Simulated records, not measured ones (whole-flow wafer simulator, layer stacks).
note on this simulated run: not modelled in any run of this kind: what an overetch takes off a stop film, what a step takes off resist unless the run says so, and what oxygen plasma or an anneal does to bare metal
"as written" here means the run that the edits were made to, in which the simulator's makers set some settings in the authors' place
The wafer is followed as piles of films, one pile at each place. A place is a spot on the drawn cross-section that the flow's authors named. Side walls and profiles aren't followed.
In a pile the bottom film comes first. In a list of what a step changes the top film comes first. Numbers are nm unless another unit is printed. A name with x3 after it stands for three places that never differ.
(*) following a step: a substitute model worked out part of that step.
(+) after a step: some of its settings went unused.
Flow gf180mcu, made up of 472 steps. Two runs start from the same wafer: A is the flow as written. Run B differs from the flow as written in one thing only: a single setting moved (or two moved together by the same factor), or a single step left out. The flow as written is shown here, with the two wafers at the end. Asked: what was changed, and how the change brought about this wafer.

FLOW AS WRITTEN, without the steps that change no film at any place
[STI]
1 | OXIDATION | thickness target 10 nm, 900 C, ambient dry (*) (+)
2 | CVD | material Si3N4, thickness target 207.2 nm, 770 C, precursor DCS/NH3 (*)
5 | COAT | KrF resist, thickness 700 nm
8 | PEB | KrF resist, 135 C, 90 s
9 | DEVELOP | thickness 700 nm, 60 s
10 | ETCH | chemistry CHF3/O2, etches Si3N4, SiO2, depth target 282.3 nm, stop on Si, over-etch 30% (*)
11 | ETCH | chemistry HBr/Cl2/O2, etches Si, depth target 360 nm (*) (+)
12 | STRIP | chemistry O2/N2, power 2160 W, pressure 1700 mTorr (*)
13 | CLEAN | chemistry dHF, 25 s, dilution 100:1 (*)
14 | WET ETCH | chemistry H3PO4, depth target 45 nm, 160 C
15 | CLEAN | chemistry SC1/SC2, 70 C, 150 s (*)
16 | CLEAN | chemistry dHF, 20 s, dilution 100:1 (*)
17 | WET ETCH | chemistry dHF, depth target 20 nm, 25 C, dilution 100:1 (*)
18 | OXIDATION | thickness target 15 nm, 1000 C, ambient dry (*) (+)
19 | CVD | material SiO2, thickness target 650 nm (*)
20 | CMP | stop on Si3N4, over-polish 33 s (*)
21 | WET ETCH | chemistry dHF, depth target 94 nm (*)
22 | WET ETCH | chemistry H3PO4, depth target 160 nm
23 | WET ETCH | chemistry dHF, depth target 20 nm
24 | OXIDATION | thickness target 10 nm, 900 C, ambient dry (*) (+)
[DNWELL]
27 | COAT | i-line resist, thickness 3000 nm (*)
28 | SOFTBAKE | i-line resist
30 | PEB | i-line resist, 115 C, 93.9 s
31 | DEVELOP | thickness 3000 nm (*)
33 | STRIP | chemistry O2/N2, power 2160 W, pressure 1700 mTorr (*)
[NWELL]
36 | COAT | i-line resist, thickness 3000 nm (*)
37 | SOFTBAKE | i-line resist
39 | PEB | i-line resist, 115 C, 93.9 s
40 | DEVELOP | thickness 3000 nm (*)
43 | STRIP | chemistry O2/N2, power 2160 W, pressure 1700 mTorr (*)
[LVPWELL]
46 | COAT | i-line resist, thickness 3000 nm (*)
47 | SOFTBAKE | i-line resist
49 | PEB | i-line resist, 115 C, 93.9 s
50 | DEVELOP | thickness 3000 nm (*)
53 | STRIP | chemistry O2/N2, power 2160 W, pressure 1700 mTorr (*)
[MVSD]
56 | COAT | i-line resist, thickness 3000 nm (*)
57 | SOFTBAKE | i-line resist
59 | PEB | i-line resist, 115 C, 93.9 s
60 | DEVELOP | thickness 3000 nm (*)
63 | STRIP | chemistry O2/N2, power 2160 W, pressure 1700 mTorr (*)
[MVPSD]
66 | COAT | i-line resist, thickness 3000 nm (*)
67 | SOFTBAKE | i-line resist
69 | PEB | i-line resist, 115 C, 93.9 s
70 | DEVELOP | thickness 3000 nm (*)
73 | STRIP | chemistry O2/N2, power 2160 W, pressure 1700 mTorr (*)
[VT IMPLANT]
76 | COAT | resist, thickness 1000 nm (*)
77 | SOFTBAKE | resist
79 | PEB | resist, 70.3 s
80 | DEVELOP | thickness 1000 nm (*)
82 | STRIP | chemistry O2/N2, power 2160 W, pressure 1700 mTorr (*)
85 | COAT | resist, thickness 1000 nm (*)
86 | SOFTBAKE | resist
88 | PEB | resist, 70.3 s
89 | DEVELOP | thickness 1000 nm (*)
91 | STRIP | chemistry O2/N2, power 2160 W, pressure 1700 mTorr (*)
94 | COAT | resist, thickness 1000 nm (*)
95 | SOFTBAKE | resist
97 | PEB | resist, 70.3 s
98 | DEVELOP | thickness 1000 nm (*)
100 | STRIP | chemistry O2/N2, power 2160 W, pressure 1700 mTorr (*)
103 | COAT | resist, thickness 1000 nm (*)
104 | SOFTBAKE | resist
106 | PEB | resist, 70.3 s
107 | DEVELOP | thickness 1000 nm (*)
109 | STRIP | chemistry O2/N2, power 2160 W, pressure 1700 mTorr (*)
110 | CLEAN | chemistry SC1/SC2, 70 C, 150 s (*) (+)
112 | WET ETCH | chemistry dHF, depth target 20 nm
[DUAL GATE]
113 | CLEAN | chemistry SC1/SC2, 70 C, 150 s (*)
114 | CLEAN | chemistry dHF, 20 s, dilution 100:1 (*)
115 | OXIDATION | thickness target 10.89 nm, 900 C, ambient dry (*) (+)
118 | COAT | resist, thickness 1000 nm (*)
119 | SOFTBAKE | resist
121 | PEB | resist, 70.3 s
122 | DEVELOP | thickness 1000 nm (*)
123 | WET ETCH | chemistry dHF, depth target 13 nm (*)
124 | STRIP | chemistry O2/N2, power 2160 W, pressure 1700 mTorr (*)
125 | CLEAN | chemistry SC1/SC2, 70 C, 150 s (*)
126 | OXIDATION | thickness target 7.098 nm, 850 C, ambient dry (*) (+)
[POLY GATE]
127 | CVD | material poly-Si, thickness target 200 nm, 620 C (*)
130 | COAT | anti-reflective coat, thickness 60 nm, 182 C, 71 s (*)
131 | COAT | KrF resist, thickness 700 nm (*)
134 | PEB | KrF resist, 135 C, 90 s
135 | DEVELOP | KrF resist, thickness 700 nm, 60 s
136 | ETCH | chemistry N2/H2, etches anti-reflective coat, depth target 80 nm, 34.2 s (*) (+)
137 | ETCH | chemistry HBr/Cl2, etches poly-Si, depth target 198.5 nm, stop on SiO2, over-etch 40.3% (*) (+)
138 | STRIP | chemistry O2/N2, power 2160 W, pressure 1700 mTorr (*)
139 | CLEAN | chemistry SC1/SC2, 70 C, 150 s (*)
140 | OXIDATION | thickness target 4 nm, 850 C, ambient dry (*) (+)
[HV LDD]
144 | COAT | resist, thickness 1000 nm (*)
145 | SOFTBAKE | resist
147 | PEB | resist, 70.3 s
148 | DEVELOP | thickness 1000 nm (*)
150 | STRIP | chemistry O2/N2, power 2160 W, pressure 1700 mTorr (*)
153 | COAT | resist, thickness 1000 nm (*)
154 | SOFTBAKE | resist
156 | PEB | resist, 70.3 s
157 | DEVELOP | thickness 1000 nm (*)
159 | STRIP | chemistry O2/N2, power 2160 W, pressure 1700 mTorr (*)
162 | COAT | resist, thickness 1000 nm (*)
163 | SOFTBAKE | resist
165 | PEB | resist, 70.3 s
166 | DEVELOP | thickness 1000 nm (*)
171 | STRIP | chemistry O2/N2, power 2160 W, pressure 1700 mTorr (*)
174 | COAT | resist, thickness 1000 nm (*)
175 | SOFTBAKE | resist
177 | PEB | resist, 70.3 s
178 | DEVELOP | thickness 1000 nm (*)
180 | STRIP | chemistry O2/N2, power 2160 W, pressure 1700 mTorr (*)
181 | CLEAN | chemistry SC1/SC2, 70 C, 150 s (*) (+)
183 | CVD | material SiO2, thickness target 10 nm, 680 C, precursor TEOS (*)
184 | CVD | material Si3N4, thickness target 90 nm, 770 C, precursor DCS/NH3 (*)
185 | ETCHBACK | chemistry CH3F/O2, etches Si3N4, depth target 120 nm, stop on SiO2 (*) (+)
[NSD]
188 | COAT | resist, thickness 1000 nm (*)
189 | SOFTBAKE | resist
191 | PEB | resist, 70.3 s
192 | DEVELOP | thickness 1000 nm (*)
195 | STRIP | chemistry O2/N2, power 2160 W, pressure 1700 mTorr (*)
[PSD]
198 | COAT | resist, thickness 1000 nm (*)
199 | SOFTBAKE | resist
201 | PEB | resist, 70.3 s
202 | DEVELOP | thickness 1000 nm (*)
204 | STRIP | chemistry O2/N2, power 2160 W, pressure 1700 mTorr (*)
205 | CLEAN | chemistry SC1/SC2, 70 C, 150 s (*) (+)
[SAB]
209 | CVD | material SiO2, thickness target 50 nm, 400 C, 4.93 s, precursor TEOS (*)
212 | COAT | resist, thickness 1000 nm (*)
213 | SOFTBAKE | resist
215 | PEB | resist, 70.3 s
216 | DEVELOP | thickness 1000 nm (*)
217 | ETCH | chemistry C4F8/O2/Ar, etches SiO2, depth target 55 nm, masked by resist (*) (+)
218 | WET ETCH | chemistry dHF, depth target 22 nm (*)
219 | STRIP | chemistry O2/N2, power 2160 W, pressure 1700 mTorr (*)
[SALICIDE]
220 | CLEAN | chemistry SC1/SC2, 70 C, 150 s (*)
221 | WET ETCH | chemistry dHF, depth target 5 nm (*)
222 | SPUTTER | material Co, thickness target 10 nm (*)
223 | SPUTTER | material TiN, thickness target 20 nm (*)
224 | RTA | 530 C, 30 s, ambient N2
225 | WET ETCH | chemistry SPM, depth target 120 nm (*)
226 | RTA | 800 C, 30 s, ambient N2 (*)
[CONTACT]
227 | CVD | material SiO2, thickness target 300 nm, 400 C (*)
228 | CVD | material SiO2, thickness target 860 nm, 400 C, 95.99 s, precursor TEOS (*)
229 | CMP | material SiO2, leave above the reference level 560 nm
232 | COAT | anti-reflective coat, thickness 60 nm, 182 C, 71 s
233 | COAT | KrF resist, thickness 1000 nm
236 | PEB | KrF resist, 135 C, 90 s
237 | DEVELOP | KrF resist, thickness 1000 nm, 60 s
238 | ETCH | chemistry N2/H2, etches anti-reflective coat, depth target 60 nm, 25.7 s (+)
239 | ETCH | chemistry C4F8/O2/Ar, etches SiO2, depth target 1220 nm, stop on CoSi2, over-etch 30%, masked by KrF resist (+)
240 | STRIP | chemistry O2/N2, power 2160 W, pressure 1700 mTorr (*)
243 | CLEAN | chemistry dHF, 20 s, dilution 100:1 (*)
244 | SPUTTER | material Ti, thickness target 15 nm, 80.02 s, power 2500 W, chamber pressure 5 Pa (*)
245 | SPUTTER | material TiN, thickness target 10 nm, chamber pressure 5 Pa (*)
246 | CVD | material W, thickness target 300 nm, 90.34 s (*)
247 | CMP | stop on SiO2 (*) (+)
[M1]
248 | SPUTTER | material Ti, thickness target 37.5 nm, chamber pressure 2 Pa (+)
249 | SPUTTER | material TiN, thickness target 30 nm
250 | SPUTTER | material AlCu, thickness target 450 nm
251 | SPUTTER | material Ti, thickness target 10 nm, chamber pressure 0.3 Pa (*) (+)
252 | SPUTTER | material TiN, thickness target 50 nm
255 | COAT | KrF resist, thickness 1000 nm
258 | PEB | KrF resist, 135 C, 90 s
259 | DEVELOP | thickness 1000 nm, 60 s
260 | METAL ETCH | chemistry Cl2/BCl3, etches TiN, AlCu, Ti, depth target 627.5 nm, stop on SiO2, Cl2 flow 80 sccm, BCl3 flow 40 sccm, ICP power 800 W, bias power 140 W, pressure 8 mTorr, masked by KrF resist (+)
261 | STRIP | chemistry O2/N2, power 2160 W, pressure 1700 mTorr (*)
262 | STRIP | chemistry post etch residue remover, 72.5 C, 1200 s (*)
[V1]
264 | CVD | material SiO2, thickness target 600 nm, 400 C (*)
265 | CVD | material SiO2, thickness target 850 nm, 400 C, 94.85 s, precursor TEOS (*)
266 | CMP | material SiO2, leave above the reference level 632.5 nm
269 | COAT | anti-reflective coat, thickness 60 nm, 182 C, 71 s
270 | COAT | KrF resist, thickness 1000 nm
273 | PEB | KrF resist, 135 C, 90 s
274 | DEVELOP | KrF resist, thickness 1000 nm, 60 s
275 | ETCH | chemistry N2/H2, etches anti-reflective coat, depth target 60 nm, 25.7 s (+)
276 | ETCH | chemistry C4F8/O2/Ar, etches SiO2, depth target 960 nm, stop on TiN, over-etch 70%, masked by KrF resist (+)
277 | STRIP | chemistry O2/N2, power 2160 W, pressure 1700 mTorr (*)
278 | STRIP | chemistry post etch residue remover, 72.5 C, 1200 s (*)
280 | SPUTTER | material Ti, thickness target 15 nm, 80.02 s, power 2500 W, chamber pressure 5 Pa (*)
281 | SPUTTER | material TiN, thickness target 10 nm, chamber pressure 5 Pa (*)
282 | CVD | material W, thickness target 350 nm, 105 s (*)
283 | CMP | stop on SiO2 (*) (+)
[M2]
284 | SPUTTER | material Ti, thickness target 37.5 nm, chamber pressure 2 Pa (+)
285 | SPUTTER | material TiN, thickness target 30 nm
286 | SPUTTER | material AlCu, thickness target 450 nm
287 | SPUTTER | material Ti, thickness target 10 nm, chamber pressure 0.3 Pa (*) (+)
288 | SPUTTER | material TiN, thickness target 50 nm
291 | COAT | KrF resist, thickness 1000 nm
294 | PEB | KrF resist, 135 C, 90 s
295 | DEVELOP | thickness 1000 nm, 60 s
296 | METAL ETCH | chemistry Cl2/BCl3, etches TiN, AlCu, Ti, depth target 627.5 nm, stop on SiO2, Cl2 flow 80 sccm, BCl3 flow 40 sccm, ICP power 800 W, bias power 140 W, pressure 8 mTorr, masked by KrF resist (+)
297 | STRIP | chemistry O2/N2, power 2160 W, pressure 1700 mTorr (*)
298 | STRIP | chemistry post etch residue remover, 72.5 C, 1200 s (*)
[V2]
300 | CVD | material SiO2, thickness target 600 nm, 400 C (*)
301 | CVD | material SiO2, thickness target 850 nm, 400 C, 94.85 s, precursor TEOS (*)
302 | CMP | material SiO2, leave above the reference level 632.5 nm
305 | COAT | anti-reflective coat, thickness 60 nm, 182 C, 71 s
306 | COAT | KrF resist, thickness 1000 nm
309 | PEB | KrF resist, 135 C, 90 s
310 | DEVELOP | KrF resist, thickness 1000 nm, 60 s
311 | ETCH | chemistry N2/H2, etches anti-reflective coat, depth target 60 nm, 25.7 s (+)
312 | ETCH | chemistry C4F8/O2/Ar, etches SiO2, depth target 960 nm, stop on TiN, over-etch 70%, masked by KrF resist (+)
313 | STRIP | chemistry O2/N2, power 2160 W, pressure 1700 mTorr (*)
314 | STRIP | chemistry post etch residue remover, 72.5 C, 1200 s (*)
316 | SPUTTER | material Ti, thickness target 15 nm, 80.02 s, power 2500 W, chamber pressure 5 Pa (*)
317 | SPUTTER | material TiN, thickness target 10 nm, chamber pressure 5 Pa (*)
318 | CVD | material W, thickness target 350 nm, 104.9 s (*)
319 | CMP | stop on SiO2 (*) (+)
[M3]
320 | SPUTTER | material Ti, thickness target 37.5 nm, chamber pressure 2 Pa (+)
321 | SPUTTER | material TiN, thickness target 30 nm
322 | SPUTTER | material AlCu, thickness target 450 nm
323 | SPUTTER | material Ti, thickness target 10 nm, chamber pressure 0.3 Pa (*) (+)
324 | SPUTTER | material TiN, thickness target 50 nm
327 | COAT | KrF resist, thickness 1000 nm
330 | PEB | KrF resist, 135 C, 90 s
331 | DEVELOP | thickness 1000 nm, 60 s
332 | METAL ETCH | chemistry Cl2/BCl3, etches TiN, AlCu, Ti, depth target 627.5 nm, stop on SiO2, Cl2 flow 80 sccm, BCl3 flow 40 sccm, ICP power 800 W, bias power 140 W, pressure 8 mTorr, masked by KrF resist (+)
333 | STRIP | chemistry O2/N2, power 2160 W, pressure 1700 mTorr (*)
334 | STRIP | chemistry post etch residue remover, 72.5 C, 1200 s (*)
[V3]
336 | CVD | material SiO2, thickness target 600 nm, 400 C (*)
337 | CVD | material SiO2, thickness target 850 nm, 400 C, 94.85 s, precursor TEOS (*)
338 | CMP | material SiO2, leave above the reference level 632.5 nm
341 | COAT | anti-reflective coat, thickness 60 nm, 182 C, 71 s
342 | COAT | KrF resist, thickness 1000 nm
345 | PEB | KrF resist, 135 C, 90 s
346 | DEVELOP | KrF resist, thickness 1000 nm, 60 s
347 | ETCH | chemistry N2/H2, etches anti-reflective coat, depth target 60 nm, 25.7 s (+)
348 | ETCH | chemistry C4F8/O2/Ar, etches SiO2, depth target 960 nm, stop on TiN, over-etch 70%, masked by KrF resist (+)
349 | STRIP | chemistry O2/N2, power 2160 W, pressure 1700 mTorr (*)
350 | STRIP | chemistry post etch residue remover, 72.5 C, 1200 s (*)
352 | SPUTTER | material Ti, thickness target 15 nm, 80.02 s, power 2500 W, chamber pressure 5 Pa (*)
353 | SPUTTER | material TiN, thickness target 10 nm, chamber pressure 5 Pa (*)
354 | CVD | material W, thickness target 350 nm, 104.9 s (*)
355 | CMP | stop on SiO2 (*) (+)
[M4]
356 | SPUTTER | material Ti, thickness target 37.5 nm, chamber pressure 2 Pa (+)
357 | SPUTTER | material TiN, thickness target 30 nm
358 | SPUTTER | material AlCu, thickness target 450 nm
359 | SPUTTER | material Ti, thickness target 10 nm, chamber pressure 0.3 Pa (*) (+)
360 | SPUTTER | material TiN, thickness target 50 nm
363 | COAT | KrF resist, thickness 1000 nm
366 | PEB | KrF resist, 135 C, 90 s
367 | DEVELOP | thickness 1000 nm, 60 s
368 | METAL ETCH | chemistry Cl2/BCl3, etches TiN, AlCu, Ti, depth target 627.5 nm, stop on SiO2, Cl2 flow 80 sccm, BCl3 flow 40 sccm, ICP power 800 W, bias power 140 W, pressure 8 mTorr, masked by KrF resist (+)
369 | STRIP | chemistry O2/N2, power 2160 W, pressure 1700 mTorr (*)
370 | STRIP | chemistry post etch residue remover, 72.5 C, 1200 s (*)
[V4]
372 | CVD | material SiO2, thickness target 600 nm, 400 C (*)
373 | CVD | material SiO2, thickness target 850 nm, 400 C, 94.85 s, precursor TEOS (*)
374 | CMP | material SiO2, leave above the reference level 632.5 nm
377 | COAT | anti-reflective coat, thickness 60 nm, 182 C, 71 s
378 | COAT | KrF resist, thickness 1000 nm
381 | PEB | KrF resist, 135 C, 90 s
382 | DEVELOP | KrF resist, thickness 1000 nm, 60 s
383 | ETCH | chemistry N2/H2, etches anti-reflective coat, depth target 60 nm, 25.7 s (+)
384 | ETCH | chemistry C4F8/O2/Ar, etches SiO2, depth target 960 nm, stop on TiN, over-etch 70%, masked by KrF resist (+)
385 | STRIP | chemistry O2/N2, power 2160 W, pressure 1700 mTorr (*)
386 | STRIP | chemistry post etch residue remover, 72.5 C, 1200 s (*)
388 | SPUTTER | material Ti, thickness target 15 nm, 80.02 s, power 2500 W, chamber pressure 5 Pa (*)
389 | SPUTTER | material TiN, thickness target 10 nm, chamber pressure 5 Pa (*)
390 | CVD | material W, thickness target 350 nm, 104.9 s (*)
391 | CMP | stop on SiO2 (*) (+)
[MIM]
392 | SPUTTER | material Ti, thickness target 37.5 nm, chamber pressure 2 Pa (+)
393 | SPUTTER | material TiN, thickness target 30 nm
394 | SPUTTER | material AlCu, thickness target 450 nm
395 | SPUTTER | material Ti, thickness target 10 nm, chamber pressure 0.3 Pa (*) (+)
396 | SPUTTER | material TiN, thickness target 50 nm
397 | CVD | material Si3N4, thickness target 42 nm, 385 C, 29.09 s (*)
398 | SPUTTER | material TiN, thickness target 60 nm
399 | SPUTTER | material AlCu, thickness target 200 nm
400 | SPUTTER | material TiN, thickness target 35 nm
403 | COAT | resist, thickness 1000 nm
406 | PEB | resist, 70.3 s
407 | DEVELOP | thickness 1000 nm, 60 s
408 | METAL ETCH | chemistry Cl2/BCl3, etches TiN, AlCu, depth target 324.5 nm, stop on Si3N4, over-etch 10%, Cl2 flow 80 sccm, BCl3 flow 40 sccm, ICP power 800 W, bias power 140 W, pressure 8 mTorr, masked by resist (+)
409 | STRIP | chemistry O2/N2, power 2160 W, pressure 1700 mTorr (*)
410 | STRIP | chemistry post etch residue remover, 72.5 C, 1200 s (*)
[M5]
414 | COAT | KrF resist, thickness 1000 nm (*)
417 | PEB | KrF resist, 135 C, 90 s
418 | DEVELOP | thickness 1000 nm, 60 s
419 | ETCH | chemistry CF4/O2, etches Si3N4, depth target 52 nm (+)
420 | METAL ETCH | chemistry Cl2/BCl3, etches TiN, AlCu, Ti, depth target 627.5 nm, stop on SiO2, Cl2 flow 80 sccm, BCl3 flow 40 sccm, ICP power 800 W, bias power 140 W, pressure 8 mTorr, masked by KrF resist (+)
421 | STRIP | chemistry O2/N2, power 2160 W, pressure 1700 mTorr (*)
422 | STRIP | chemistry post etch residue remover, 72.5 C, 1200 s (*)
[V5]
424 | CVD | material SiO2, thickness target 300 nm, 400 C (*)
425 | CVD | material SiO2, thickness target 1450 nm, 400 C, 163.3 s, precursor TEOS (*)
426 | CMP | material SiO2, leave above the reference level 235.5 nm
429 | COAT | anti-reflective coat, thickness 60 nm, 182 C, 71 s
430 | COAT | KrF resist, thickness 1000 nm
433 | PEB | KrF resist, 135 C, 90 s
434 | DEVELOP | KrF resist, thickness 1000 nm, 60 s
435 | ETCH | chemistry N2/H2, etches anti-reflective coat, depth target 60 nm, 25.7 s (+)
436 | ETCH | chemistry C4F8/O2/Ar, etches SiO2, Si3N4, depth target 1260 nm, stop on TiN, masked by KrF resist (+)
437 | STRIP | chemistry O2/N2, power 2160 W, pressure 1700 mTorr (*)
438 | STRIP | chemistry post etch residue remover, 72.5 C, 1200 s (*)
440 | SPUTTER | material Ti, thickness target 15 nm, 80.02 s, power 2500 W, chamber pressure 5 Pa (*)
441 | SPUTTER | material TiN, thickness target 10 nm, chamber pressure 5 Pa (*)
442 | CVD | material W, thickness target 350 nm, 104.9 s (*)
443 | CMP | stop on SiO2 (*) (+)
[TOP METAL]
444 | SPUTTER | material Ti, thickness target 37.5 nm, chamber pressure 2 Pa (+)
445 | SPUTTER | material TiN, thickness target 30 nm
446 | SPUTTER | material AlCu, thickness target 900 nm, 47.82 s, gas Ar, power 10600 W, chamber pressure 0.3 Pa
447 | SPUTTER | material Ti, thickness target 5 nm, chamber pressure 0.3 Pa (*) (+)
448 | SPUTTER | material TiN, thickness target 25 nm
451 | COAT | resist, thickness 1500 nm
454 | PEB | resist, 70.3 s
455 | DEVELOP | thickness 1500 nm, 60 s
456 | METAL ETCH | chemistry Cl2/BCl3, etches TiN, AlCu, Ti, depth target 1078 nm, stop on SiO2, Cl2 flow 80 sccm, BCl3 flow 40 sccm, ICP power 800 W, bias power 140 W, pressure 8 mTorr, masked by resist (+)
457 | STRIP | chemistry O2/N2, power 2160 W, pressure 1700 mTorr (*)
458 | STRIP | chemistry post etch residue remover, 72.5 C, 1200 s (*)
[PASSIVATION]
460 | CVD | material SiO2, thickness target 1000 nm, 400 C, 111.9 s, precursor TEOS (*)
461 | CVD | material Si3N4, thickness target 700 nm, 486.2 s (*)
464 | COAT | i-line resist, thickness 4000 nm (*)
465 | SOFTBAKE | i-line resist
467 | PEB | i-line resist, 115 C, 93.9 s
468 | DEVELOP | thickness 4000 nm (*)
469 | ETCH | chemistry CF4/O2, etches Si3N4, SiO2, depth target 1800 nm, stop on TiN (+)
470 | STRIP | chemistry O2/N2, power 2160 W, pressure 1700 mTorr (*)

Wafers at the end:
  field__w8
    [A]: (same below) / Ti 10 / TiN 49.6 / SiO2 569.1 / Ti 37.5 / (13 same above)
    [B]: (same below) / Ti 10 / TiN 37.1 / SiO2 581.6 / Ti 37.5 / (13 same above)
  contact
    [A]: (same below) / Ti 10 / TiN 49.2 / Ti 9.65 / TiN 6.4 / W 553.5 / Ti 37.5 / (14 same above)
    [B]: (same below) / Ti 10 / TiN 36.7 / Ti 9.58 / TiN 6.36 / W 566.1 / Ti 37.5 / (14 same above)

The reason: step 360, SPUTTER: thickness target 37.5 nm was run, while the flow as written has thickness target 50 nm.

How this came from the change, step by step:
  360 | SPUTTER | material TiN, thickness target 50 nm
      field, field__w1, field__w2 and 108 more: A TiN gains 50 (new film) | B TiN gains 37.5 (new film)
  368 | METAL ETCH | chemistry Cl2/BCl3, etches TiN, AlCu, Ti, depth target 627.5 nm, stop on SiO2, Cl2 flow 80 sccm, BCl3 flow 40 sccm, ICP power 800 W, bias power 140 W, pressure 8 mTorr, masked by KrF resist (+)
      field, field__w1, field__w2 and 103 more: A TiN loses 50 (all of it), Ti loses 10 (all of it), AlCu loses 450 (all of it), TiN loses 30 (all of it), Ti loses 37.5 (all of it) | B TiN loses 37.5 (all of it), Ti loses 10 (all of it), AlCu loses 450 (all of it), TiN loses 30 (all of it), Ti loses 37.5 (all of it)
  384 | ETCH | chemistry C4F8/O2/Ar, etches SiO2, depth target 960 nm, stop on TiN, over-etch 70%, masked by KrF resist (+)
      contact: A SiO2 loses 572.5 (all of it) | B SiO2 loses 585 (all of it)
